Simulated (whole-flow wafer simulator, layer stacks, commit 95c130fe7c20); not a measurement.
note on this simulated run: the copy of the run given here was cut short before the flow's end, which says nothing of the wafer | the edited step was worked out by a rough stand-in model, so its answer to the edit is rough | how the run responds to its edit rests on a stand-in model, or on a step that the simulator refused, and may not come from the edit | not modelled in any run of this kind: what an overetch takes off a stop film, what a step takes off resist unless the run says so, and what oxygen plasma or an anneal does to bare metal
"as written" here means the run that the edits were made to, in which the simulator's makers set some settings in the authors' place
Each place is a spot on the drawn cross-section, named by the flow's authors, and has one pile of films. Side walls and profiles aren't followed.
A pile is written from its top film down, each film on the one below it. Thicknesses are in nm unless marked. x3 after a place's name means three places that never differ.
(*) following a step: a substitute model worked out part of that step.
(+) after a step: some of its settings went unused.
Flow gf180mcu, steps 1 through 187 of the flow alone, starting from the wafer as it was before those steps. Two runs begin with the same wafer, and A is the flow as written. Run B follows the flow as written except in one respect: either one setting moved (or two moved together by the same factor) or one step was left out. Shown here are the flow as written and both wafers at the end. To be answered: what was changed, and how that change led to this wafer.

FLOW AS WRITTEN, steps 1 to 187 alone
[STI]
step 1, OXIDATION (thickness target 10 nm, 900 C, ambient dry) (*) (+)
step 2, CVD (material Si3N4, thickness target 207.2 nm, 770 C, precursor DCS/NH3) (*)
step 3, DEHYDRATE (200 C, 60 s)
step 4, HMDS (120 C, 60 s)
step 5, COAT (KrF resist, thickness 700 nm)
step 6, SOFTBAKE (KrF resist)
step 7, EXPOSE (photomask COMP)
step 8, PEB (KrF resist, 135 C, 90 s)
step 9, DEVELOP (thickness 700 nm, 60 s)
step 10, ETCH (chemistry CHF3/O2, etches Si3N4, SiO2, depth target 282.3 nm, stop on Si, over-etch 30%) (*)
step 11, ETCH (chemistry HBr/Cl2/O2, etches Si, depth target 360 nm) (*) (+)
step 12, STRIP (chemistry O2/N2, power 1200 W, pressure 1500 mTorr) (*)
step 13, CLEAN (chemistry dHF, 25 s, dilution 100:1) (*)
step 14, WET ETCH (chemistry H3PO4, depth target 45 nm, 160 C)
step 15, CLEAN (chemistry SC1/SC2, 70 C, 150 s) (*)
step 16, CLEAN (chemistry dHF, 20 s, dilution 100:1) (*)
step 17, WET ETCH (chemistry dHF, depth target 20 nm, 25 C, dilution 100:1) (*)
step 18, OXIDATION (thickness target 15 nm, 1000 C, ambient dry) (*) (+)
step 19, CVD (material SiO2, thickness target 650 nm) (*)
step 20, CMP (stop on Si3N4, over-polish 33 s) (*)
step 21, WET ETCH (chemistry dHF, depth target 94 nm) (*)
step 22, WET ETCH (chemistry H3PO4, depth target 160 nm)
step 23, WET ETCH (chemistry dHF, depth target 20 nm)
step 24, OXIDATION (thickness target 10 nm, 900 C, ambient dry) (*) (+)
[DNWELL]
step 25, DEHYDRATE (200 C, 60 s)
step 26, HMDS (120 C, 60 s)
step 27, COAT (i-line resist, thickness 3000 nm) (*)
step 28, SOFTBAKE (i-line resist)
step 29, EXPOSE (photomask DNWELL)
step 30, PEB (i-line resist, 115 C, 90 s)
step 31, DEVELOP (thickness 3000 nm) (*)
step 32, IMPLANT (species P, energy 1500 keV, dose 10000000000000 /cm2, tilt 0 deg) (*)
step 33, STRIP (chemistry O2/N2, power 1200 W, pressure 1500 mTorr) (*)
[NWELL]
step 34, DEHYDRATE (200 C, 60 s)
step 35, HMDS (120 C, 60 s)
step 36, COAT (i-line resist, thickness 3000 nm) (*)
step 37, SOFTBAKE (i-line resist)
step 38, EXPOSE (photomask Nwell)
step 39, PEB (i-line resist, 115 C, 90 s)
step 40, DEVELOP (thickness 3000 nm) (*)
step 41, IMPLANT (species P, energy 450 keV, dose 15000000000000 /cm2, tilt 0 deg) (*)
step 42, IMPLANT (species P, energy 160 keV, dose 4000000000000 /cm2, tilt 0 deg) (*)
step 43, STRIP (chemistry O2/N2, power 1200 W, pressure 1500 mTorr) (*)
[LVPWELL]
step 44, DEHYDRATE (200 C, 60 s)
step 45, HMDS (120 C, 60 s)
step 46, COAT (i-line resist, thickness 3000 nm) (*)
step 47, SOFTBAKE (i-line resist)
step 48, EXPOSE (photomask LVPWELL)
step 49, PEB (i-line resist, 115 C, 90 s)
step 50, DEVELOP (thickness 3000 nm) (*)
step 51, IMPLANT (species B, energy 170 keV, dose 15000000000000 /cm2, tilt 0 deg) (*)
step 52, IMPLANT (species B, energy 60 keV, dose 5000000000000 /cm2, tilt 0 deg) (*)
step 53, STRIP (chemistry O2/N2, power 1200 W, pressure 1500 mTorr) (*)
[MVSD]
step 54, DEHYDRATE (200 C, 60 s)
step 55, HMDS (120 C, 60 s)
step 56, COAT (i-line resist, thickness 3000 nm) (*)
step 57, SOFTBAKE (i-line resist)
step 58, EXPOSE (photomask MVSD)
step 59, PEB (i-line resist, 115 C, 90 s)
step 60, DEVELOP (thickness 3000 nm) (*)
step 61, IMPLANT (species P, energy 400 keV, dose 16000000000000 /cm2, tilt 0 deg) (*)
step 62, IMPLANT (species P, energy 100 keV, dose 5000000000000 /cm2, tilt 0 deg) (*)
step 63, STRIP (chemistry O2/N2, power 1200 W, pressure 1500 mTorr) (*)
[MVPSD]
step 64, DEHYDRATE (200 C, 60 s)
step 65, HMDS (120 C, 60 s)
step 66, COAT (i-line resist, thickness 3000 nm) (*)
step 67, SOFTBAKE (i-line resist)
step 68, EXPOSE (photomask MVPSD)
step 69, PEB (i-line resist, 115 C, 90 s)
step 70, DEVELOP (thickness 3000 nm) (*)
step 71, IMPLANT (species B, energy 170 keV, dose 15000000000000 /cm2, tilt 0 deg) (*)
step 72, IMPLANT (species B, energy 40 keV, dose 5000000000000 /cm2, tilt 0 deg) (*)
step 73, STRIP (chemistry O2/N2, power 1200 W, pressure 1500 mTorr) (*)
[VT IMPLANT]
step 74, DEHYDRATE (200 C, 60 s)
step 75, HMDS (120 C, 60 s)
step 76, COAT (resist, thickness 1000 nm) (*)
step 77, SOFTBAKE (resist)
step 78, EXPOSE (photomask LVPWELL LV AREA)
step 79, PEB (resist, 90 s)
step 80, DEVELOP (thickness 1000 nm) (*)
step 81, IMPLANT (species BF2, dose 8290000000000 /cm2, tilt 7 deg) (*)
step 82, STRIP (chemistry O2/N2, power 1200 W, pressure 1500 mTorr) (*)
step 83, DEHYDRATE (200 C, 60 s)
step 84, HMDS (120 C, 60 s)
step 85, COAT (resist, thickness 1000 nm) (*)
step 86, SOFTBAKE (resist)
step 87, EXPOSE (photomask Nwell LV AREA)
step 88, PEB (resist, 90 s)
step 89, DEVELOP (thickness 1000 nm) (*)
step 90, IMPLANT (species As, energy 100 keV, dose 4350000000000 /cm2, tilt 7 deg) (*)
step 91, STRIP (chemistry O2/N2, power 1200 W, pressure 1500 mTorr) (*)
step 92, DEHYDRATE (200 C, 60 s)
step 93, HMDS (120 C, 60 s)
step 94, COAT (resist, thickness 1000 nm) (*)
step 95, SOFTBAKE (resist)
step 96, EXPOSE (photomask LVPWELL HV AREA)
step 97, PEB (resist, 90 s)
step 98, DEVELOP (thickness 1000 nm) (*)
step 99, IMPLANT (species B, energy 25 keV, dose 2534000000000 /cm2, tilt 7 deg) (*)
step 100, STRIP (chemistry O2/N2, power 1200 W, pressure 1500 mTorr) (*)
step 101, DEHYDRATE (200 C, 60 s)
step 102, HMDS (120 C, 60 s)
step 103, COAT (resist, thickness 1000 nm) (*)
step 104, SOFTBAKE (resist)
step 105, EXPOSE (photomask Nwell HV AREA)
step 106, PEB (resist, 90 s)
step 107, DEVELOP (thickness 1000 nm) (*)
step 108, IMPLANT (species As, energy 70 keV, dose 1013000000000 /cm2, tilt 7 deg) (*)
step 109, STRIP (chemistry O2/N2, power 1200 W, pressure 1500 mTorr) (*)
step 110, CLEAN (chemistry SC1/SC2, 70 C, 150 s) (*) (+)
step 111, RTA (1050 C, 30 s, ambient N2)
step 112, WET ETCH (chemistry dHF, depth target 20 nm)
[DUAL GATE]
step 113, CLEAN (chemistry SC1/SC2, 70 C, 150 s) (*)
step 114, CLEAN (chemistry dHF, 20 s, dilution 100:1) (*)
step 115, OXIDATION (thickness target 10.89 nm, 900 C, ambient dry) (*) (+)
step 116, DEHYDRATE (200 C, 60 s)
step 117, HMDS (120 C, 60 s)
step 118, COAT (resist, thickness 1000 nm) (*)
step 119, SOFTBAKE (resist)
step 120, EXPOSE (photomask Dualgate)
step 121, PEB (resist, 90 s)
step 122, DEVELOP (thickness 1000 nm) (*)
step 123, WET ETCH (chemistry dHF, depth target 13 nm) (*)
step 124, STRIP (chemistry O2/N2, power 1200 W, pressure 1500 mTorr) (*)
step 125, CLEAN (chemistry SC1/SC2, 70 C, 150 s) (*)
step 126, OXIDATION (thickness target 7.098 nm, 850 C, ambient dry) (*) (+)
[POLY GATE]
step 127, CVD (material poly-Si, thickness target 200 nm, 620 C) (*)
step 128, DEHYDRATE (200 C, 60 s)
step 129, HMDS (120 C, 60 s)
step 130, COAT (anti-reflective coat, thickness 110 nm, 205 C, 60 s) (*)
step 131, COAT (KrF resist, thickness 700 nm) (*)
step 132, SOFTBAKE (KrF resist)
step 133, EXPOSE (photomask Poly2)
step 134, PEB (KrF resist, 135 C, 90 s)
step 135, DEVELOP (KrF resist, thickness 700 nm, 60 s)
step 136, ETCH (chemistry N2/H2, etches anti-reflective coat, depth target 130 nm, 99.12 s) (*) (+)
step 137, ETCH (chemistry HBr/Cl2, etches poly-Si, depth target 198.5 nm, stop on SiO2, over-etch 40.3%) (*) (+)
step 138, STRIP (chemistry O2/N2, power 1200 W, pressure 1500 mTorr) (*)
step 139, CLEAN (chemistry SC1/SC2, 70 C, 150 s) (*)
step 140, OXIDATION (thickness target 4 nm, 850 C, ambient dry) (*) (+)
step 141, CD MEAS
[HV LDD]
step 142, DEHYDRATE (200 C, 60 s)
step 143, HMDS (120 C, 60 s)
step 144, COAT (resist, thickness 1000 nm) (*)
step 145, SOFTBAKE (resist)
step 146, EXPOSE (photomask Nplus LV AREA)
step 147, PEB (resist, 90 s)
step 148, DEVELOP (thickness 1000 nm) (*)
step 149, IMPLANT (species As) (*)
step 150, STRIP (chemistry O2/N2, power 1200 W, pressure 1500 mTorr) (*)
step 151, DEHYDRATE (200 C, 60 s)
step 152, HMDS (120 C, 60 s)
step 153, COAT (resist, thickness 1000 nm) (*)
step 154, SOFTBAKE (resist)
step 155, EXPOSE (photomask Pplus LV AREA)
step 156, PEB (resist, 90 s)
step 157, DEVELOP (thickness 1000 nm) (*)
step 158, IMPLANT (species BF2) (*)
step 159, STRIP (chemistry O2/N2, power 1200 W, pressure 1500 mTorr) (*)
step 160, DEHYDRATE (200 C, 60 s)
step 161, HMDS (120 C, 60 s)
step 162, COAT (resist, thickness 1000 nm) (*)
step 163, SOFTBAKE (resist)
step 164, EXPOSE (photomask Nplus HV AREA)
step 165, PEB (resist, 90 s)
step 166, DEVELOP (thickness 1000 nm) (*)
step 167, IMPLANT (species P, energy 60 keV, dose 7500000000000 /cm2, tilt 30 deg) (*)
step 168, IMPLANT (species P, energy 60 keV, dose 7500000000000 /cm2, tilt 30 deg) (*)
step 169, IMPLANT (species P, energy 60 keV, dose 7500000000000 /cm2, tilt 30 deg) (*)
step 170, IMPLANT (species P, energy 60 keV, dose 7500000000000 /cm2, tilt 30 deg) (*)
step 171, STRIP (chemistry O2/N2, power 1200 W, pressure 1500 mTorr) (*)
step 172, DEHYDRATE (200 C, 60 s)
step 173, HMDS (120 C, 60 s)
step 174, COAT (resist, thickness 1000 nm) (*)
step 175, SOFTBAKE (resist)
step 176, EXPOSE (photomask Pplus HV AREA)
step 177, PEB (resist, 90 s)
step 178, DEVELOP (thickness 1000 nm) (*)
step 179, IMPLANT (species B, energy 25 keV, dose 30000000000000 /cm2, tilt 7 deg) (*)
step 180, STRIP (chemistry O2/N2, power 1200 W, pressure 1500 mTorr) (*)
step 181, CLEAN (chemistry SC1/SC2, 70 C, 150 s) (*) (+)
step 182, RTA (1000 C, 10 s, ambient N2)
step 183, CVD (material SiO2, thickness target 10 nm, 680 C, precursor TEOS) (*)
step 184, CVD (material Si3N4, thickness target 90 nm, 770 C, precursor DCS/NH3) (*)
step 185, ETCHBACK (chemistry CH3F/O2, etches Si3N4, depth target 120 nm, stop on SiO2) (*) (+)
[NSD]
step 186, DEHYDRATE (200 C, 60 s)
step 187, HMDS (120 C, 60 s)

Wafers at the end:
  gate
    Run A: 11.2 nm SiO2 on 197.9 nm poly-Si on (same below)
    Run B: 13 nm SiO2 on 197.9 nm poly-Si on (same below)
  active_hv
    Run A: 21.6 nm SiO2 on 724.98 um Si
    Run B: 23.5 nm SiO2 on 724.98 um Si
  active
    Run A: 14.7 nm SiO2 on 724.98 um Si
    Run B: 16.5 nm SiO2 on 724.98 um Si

Cause: step 184, CVD: thickness target 112 nm was run, whereas the flow has thickness target 90 nm.

How this came from the change, step by step:
  step 184, CVD (material Si3N4, thickness target 90 nm, 770 C, precursor DCS/NH3) (*)
      field, field__w1, field__w2 and 101 more: A +90 Si3N4 (new film) | B +112 Si3N4 (new film)
  step 185, ETCHBACK (chemistry CH3F/O2, etches Si3N4, depth target 120 nm, stop on SiO2) (*) (+)
      field, field__w1, field__w2 and 100 more: A -90 Si3N4 (all of it), -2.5 SiO2 | B -112 Si3N4 (all of it), -0.67 SiO2
